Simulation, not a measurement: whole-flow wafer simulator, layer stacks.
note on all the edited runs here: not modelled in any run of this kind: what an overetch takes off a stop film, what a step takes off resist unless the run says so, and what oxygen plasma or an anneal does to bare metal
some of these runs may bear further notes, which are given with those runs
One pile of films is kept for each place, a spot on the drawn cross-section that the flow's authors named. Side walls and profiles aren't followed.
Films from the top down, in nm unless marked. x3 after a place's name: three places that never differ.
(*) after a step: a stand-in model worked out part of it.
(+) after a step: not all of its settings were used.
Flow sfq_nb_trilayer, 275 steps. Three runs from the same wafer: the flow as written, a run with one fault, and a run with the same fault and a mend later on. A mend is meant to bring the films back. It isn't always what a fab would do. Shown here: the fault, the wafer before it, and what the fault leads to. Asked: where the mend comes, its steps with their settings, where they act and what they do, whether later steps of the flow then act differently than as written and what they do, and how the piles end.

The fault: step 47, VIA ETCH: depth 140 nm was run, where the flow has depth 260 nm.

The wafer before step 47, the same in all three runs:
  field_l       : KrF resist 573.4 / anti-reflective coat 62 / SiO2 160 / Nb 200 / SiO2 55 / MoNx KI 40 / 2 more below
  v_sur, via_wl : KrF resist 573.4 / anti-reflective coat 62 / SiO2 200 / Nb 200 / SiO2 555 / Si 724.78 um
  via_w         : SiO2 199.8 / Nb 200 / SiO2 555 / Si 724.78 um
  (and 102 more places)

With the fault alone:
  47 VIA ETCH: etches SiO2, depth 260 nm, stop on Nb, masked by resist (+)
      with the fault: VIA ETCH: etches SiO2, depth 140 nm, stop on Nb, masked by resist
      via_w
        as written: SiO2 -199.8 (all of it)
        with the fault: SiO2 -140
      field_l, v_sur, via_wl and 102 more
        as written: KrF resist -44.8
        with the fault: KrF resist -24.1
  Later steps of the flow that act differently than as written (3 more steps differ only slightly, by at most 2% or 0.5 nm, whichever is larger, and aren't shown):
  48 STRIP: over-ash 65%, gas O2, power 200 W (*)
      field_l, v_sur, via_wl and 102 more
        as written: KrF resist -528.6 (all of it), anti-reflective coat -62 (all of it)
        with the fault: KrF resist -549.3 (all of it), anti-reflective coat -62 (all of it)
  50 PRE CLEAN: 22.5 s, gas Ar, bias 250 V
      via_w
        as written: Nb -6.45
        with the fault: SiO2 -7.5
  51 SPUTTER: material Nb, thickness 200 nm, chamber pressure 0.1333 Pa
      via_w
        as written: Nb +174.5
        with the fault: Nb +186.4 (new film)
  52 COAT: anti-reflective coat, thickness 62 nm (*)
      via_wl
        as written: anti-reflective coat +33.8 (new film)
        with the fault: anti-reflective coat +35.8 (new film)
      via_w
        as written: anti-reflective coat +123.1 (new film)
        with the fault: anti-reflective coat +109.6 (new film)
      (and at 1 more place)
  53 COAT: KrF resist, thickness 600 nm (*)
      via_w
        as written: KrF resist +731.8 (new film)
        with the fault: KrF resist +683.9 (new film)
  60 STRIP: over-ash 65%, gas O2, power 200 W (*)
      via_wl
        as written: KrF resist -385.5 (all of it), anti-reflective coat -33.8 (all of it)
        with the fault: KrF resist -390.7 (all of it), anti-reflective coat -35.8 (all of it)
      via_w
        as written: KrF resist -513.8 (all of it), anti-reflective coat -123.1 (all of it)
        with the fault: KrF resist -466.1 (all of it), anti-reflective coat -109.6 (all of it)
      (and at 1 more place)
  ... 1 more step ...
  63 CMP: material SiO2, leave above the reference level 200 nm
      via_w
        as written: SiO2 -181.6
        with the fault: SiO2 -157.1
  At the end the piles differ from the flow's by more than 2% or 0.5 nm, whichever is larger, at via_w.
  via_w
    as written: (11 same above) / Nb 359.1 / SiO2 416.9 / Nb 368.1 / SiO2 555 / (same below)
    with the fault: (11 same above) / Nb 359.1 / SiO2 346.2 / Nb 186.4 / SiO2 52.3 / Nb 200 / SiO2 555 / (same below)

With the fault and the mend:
  The mend comes after step 48.
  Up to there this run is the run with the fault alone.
  48a COAT: anti-reflective coat, thickness 62 nm (*) (the flow's step 40 once more)
      p4_fl x3, p4_w1 x9, p4_g1 x2 and 63 more
        anti-reflective coat +62 (new film)
      jj_sur, ce_l, c5j and 8 more
        anti-reflective coat +61.8 (new film)
      lsp_l, ln_m5, lsp_m, ln_m6, lsp_r, l0_sur, l0v
        anti-reflective coat +61.9 (new film)
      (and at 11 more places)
  48b COAT: KrF resist, thickness 650 nm (*) (the flow's step 41 once more)
      p4_fl x3, p4_w1 x9, p4_g1 x2 and 63 more
        KrF resist +650 (new film)
      res, r_end, moat and 8 more
        KrF resist +649.6 (new film)
      ce_l, c5j, ce_r
        KrF resist +649.4 (new film)
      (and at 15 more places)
  48c SOFTBAKE: KrF resist (the flow's step 42 once more)
      changes no film at any place that is followed
  48d EXPOSE: photomask I0, dose 11.91 mJ/cm2, NA 0.6, wavelength 248 nm (*) (the flow's step 43 once more)
      changes no film at any place that is followed
  48e PEB: KrF resist, 90 s (the flow's step 44 once more)
      be_sur, gap, jj_sur and 94 more
        KrF resist -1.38
      field_l, via_v, wire, be
        KrF resist -1.37
      v_sur, via_sp
        KrF resist -1.36
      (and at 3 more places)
  48f DEVELOP: KrF resist, thickness 650 nm, 60 s (the flow's step 45 once more)
      field_l, v_sur, via_wl and 102 more
        KrF resist -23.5
      via_w
        KrF resist -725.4 (all of it)
  48g VIA ETCH: etches anti-reflective coat, depth 125 nm, masked by resist (+) (the flow's step 46 once more)
      field_l, v_sur, via_wl and 102 more
        KrF resist -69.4
      via_w
        anti-reflective coat -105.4 (all of it), SiO2 -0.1
  48h VIA ETCH: etches SiO2, depth 120 nm, stop on Nb, masked by resist (+) (the flow's step 47 once more, with other settings)
      field_l, v_sur, via_wl and 102 more
        KrF resist -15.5
      via_w
        SiO2 -59.7 (all of it)
  48i STRIP: over-ash 65%, gas O2, power 200 W (*) (the flow's step 48 once more)
      p4_fl x3, p4_w1 x9, p4_g1 x2 and 63 more
        KrF resist -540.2 (all of it), anti-reflective coat -62 (all of it)
      lsp_l, ln_m5, lsp_r, l0_sur, l0v
        KrF resist -539.8 (all of it), anti-reflective coat -61.9 (all of it)
      ce_r, sp_r, be_r, r_sur
        KrF resist -539.7 (all of it), anti-reflective coat -61.8 (all of it)
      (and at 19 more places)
  No later step of the flow acts differently than as written, at any place that is followed, by more than 2% or 0.5 nm, whichever is larger.
  At the end the piles differ from the flow's only slightly at the places that both follow, by at most 2% or 0.5 nm, whichever is larger.
